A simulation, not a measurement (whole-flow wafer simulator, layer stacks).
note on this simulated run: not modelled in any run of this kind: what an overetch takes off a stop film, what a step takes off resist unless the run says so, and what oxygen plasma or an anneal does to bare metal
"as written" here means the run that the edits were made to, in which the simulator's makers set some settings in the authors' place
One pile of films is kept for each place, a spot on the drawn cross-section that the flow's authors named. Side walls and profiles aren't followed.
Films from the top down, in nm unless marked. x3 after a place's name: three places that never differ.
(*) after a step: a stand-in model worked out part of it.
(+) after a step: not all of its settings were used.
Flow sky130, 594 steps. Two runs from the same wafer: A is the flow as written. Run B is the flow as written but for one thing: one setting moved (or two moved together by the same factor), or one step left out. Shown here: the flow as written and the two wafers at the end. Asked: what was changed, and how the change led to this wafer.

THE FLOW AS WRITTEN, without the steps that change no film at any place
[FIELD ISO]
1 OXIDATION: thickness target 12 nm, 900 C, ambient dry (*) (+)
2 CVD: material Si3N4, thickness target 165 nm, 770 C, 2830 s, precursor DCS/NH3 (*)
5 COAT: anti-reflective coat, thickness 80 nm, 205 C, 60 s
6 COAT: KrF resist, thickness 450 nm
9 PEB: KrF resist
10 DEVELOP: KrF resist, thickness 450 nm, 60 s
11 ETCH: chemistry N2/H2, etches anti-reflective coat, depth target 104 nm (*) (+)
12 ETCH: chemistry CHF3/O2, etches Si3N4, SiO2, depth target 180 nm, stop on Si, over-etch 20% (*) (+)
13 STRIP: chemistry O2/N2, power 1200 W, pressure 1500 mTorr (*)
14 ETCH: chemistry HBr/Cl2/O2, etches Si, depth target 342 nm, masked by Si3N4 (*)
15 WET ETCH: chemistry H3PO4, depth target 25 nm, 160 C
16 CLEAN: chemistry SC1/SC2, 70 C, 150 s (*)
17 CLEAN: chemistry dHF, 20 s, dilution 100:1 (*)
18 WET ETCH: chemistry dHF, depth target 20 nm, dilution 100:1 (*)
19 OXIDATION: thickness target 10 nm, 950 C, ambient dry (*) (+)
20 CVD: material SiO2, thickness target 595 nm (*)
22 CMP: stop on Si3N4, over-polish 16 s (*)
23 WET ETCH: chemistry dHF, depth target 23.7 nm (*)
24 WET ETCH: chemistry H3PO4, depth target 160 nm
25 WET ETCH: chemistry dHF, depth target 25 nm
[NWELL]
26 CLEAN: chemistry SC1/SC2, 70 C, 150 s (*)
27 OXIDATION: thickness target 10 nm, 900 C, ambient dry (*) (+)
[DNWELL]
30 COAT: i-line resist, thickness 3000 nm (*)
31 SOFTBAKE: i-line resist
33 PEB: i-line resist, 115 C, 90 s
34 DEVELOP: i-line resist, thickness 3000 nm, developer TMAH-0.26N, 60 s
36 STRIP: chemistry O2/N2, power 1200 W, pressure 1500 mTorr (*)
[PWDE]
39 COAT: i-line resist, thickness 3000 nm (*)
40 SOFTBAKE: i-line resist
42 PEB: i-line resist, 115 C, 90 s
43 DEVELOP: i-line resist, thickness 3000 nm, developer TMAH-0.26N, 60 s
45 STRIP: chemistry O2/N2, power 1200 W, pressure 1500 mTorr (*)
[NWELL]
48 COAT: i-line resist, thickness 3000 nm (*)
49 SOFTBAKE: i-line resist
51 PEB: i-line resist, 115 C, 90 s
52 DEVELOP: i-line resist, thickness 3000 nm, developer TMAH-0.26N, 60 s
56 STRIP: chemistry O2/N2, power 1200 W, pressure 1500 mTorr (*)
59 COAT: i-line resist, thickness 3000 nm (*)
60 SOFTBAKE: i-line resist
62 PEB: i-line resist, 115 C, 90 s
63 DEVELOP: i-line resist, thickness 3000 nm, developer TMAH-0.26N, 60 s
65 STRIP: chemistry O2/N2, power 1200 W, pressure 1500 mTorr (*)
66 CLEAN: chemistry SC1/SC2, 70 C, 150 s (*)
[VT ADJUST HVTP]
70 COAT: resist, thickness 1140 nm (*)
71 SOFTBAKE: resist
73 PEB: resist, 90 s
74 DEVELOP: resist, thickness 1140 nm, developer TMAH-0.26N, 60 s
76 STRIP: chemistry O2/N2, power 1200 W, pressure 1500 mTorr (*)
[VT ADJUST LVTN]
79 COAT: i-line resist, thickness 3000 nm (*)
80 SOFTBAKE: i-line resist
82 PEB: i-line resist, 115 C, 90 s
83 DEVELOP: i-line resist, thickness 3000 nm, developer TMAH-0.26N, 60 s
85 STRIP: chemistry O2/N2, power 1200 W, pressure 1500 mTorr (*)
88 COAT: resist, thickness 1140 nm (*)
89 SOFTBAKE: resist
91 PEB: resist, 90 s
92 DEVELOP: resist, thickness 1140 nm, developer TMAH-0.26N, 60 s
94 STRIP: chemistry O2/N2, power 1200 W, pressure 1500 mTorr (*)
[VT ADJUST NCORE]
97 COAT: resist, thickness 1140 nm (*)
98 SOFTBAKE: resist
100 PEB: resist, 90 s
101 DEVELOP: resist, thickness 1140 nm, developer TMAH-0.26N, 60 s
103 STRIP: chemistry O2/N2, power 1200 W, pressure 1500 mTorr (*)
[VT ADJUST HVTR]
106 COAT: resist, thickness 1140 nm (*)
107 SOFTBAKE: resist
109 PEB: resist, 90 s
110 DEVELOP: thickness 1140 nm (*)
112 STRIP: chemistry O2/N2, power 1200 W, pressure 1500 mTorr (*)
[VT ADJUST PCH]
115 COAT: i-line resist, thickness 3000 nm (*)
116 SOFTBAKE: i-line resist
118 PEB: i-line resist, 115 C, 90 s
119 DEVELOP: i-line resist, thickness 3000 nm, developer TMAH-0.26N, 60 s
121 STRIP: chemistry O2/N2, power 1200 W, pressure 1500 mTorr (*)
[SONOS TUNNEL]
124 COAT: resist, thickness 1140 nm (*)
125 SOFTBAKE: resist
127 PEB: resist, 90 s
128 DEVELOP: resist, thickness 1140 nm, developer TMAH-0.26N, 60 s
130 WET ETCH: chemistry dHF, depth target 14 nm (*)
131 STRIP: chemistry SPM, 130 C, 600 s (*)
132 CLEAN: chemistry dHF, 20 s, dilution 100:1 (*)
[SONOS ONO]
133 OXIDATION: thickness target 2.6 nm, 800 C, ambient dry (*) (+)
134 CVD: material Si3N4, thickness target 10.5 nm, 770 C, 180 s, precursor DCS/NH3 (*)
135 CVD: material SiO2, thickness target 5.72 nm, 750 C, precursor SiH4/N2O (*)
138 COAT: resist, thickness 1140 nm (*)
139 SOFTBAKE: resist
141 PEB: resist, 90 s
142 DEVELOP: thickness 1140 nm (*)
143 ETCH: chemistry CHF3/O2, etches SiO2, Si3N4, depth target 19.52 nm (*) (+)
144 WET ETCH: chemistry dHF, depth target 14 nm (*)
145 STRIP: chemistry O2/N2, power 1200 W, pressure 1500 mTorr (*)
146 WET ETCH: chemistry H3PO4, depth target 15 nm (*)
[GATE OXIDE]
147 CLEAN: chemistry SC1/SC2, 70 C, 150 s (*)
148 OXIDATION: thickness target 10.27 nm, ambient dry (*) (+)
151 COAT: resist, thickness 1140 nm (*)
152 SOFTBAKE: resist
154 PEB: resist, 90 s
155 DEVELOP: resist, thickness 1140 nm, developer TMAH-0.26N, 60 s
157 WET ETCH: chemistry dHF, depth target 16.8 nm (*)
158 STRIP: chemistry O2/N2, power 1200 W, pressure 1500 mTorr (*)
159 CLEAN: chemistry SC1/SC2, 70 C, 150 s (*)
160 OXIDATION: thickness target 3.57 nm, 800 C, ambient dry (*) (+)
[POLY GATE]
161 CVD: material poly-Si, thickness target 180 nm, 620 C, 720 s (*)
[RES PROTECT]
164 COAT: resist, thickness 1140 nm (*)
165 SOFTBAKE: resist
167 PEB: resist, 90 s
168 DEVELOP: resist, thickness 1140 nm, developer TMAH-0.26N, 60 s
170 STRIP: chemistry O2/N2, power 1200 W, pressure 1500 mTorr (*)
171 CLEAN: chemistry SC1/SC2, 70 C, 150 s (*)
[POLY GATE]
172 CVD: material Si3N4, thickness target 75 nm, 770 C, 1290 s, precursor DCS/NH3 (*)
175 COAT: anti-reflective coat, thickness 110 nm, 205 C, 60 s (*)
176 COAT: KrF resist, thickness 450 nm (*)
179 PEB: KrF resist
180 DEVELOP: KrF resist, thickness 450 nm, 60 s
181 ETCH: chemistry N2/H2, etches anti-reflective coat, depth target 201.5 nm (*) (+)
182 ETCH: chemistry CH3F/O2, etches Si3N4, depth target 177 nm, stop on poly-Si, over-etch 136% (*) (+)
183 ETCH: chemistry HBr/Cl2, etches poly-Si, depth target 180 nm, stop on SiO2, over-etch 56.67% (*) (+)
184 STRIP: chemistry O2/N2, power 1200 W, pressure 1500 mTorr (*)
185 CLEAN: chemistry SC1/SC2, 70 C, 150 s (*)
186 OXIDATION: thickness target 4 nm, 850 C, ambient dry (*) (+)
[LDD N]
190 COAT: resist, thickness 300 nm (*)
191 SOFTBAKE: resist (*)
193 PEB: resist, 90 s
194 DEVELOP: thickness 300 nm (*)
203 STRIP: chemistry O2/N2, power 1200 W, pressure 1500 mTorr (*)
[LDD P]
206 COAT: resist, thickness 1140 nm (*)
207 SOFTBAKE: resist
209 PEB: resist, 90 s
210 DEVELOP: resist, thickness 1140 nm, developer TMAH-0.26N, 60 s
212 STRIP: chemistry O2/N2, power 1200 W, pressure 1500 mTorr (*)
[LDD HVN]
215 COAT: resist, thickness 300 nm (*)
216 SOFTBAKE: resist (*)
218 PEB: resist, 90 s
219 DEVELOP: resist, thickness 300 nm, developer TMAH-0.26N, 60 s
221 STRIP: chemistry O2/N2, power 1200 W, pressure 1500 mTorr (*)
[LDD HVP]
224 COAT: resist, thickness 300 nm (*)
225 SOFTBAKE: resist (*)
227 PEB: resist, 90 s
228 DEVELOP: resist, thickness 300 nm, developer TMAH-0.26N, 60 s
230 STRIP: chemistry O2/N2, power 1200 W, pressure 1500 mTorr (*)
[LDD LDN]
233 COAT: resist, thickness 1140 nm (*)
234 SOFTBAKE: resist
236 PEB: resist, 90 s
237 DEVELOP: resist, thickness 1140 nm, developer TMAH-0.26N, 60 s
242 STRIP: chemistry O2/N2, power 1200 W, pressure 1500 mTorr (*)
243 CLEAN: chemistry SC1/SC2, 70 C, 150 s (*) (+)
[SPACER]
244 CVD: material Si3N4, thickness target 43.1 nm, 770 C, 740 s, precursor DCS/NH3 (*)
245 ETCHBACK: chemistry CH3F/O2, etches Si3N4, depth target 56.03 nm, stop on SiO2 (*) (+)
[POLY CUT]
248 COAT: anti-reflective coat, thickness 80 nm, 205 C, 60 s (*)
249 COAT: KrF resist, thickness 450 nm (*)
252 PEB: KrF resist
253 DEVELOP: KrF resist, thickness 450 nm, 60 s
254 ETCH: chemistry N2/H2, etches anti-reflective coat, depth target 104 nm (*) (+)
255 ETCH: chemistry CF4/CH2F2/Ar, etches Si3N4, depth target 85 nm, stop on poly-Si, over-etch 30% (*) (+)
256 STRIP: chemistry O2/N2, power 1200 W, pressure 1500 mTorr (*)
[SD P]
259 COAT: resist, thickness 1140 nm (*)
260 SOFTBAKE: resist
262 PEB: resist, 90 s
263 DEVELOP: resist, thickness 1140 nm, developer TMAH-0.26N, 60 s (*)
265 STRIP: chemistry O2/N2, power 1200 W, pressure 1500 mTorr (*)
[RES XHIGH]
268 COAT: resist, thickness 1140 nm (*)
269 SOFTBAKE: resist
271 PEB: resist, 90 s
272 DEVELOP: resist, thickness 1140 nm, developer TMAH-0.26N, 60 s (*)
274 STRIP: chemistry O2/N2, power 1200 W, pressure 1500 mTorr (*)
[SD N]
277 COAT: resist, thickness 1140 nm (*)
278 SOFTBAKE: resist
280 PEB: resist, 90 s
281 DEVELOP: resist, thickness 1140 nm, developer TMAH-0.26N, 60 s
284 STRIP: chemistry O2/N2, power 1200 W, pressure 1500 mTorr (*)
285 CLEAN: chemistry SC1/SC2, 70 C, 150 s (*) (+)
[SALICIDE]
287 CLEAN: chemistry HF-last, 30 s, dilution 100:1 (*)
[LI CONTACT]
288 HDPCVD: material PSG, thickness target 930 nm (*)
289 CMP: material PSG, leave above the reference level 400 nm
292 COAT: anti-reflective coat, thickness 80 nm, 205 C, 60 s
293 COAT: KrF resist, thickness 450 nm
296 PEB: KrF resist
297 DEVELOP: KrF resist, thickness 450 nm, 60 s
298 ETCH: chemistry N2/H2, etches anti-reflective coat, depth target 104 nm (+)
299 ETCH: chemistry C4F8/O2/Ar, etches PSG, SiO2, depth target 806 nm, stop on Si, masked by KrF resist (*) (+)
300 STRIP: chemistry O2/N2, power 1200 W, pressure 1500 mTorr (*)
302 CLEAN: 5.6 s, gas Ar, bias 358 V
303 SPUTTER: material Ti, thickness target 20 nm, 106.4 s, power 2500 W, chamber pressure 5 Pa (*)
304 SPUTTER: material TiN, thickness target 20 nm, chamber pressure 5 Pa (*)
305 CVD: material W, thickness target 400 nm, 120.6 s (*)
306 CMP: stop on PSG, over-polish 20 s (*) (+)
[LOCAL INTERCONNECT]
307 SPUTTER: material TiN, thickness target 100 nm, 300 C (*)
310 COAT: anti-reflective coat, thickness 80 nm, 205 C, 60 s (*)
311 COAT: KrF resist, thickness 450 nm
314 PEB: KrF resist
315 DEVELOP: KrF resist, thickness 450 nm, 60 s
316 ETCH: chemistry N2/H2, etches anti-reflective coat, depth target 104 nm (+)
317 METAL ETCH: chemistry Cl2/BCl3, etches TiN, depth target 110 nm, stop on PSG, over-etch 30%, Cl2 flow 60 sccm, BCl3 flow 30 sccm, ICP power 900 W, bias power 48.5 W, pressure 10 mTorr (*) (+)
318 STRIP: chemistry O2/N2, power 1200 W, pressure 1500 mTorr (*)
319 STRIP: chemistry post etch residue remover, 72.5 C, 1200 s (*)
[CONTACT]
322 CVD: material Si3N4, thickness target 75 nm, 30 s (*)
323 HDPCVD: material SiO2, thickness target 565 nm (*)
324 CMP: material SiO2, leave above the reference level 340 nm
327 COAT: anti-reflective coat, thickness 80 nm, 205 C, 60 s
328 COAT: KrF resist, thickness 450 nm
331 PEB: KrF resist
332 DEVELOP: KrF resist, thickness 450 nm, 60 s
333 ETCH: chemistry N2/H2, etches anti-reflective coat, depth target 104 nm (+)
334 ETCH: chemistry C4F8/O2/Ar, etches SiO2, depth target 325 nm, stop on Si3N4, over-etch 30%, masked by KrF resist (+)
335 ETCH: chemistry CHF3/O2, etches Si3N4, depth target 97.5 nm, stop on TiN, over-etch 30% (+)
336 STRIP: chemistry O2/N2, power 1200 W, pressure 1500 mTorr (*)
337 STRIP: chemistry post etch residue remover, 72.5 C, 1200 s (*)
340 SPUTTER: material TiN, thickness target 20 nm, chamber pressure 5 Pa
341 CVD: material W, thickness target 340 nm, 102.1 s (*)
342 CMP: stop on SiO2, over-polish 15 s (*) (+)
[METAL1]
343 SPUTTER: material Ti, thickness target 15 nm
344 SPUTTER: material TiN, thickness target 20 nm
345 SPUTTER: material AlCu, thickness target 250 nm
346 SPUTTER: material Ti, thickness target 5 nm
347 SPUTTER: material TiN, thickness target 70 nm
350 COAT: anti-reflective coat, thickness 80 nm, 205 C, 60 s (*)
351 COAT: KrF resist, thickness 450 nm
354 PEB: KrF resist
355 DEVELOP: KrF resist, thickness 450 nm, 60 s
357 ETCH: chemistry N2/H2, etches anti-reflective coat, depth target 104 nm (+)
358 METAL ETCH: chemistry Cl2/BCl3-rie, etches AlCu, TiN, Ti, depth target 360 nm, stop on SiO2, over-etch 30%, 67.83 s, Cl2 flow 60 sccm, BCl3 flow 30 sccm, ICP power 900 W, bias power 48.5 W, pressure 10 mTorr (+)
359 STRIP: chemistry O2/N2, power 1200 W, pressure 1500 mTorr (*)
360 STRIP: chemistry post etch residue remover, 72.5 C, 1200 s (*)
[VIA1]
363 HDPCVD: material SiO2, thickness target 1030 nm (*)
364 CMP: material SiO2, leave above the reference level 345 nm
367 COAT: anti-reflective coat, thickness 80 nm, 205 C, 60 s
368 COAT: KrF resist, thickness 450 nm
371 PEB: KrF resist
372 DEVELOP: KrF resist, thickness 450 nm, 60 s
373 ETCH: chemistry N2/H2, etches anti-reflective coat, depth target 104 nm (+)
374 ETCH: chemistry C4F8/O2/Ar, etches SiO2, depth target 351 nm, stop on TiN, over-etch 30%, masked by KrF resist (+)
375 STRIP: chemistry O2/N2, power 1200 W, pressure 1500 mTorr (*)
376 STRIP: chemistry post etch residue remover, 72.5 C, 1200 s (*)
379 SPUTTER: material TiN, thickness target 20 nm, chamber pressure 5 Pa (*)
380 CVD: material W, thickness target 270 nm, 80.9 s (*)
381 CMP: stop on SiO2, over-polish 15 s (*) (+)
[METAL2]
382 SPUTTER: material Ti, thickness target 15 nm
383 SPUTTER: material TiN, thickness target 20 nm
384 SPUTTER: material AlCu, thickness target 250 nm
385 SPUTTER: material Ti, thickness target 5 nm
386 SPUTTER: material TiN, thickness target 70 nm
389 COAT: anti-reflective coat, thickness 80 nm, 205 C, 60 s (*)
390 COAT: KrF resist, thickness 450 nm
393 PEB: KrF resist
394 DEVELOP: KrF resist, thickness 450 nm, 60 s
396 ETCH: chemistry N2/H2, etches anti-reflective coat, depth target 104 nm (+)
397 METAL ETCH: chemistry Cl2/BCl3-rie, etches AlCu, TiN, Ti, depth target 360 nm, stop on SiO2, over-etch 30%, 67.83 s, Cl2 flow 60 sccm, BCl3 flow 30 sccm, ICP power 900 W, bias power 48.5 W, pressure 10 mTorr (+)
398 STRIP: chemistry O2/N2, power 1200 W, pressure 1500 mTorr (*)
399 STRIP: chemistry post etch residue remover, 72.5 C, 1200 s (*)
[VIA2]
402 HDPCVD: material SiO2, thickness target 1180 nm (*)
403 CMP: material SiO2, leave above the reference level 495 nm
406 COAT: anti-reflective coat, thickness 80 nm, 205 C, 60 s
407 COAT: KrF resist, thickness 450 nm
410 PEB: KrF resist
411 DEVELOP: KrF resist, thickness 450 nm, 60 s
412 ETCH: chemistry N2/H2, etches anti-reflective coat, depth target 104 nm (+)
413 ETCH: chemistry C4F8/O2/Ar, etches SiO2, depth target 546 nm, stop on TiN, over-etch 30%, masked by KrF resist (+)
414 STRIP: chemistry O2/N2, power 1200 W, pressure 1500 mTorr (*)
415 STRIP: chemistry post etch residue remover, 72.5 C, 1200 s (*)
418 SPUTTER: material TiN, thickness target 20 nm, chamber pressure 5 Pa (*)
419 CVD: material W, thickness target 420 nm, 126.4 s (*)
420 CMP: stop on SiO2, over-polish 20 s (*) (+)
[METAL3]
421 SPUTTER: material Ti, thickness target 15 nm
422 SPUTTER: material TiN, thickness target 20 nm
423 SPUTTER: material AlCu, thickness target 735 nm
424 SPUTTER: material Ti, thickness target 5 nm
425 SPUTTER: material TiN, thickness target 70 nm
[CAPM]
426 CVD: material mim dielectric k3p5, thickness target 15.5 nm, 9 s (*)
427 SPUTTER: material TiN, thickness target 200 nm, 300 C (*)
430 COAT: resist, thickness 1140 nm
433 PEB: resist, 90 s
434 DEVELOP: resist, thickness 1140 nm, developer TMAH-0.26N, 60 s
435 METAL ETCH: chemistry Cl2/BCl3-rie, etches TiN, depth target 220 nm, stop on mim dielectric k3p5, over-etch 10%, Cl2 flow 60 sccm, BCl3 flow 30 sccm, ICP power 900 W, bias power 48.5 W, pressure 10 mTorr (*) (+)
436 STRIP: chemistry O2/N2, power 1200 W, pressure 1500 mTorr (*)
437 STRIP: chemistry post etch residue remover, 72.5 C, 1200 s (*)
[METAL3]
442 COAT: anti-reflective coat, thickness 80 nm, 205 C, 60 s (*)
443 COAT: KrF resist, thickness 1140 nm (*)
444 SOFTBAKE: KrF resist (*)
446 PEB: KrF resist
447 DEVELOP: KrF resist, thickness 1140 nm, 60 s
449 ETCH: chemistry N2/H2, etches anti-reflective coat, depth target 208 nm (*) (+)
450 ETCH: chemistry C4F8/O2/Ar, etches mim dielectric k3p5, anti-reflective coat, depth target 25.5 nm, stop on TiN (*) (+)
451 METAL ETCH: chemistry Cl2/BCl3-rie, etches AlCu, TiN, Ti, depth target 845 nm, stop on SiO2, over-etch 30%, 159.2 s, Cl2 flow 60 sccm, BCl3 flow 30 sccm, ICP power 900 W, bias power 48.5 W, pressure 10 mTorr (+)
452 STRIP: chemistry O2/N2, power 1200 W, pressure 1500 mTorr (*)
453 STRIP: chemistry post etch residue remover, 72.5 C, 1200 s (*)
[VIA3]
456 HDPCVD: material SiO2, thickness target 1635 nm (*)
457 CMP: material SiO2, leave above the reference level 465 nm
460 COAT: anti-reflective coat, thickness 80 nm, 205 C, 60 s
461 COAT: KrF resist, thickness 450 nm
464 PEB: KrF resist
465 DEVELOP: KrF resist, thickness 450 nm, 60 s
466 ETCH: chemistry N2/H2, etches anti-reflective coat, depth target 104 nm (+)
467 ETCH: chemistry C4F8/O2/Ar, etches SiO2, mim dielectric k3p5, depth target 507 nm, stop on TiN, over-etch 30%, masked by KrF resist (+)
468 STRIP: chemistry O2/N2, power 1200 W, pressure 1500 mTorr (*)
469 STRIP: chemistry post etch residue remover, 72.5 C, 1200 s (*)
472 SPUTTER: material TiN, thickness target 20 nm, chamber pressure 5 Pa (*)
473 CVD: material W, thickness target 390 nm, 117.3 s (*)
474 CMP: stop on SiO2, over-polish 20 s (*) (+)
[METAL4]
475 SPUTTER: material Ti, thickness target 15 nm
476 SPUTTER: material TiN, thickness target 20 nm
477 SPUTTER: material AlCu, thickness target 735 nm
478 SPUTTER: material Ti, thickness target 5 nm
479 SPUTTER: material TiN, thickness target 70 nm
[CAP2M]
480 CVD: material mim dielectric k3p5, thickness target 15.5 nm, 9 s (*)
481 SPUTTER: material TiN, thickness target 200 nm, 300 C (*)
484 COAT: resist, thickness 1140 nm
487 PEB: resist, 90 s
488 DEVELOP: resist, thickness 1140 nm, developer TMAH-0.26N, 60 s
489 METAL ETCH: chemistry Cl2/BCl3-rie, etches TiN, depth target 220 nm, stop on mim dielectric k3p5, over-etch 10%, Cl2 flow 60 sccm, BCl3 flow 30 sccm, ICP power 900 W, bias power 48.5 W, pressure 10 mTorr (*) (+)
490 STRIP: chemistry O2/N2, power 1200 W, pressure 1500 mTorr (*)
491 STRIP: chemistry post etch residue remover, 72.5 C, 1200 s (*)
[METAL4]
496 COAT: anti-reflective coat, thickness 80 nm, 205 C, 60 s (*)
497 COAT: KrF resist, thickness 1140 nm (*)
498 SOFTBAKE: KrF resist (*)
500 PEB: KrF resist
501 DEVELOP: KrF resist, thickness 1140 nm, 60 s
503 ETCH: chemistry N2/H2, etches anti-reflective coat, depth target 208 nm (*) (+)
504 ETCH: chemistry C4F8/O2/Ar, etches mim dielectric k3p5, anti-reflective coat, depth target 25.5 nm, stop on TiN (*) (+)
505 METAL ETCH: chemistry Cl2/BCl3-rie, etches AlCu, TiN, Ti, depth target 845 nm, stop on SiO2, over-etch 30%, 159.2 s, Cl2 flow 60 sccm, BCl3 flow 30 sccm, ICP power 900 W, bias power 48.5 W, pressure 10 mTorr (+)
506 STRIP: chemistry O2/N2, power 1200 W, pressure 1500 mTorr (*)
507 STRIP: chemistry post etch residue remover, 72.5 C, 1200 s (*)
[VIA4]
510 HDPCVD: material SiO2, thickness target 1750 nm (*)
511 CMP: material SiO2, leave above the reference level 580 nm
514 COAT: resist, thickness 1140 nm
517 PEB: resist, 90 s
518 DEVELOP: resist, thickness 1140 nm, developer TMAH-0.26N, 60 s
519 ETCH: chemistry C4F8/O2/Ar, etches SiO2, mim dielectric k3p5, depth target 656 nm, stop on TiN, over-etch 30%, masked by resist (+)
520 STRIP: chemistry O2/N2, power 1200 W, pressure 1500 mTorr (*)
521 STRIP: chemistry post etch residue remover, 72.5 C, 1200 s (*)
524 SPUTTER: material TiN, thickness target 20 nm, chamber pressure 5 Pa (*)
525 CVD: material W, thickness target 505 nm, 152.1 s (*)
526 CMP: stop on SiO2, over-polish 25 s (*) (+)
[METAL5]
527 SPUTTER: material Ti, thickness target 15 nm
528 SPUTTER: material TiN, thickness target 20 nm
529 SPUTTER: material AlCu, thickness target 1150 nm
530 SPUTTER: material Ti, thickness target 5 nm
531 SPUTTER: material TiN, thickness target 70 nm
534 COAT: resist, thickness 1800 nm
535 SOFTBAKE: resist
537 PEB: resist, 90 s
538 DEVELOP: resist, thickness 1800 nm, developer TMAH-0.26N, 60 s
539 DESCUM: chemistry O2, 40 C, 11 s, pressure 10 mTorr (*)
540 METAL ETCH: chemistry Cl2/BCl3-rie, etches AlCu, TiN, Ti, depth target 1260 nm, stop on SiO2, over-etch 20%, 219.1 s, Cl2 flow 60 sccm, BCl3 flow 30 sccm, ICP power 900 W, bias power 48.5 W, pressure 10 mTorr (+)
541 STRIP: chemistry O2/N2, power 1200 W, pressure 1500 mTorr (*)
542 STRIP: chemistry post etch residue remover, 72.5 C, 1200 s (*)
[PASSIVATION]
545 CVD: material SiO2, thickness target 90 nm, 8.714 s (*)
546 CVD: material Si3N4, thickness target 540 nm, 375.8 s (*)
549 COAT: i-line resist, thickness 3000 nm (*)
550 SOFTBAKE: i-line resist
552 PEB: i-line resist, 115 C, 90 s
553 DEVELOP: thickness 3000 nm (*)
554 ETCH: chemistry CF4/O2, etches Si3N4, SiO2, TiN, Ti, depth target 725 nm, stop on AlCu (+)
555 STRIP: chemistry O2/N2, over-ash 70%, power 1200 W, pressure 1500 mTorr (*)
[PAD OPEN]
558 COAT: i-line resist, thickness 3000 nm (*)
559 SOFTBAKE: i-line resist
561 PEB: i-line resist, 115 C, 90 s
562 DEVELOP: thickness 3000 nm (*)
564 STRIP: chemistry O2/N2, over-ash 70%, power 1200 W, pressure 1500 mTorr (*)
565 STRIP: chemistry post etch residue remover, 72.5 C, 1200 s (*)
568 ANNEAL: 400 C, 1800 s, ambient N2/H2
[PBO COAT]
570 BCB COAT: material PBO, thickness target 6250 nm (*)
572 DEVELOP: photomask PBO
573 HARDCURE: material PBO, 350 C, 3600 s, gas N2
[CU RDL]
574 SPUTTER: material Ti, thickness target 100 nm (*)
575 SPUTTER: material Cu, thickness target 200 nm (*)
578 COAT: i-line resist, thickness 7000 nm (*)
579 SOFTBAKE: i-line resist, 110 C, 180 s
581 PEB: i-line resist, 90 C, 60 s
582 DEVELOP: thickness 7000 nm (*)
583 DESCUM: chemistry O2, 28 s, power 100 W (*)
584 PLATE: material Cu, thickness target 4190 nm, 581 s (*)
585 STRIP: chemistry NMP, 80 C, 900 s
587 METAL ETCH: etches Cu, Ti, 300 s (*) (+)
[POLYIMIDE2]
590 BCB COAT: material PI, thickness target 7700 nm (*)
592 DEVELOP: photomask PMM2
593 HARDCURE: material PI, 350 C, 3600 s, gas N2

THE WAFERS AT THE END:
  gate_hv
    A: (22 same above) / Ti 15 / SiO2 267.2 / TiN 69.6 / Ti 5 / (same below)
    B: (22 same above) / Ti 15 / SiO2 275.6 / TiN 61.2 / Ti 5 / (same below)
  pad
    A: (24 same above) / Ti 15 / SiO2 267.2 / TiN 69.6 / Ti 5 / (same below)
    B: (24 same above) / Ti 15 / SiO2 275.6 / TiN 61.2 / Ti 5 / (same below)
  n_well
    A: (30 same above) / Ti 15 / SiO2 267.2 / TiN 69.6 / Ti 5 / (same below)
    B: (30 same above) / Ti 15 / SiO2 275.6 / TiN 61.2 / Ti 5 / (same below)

The cause: step 347, SPUTTER: thickness target 61.6 nm was run, where the flow has thickness target 70 nm.

How the change led to this, step by step:
  347 SPUTTER: material TiN, thickness target 70 nm
      field, active, n_well and 188 more: A TiN +70 (new film) | B TiN +61.6 (new film)
  358 METAL ETCH: chemistry Cl2/BCl3-rie, etches AlCu, TiN, Ti, depth target 360 nm, stop on SiO2, over-etch 30%, 67.83 s, Cl2 flow 60 sccm, BCl3 flow 30 sccm, ICP power 900 W, bias power 48.5 W, pressure 10 mTorr (+)
      field, active, gate and 81 more: A TiN -68.7 (all of it), Ti -5 (all of it), AlCu -250 (all of it), TiN -20 (all of it), Ti -15 (all of it), SiO2 -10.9 | B TiN -60.3 (all of it), Ti -5 (all of it), AlCu -250 (all of it), TiN -20 (all of it), Ti -15 (all of it), SiO2 -11.8
  374 ETCH: chemistry C4F8/O2/Ar, etches SiO2, depth target 351 nm, stop on TiN, over-etch 30%, masked by KrF resist (+)
      m1, via1_hole: A SiO2 -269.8 (all of it) | B SiO2 -278.2 (all of it)
